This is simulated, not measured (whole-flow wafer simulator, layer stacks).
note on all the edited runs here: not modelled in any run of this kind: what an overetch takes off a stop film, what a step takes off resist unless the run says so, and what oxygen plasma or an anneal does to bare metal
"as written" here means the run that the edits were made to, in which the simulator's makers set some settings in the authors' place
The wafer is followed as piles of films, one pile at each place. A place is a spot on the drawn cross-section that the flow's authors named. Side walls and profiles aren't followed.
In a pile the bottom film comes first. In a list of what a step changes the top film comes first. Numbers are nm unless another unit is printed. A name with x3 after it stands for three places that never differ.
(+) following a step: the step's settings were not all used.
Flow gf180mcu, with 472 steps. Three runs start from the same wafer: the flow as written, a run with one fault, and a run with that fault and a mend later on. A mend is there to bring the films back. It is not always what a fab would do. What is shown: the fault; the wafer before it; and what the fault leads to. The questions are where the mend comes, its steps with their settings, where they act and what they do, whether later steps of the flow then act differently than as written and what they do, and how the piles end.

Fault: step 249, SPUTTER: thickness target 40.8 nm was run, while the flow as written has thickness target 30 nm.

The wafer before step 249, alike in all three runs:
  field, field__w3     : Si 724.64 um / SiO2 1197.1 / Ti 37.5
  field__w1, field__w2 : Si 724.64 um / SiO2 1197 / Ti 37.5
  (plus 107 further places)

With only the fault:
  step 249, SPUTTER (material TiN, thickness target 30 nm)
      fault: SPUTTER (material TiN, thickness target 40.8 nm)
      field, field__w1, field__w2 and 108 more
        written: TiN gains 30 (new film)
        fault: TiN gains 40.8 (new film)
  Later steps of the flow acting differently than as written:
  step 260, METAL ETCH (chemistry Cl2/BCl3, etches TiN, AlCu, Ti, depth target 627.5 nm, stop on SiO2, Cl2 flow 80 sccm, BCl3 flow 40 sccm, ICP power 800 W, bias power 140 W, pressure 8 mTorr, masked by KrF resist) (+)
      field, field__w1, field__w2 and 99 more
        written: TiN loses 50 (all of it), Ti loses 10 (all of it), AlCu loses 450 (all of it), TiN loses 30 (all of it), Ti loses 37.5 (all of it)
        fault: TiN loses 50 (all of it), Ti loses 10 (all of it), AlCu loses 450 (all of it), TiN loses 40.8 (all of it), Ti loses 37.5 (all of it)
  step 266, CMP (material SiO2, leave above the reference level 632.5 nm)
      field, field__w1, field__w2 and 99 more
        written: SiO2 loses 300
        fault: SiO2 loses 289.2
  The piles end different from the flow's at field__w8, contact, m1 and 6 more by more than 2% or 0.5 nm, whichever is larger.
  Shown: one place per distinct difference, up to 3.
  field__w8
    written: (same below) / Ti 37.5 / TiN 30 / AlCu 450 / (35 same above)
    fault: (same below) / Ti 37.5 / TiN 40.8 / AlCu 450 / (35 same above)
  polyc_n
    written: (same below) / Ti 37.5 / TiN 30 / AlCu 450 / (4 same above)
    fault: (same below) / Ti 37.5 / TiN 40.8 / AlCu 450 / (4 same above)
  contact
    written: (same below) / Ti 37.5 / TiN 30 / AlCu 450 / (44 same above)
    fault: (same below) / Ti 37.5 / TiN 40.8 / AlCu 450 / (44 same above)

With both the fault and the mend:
  The mend stands after step 249.
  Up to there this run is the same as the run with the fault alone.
  step 249a, METAL ETCH (chemistry Cl2/BCl3, etches TiN, AlCu, Ti, depth target 10.8 nm, Cl2 flow 80 sccm, BCl3 flow 40 sccm, ICP power 800 W, bias power 140 W, pressure 8 mTorr)
      field, field__w1, field__w2 and 108 more
        TiN loses 10.8
  Later steps of the flow that are run all act as written at every place that is followed.
  The piles end the same as the flow's at every place that both follow.
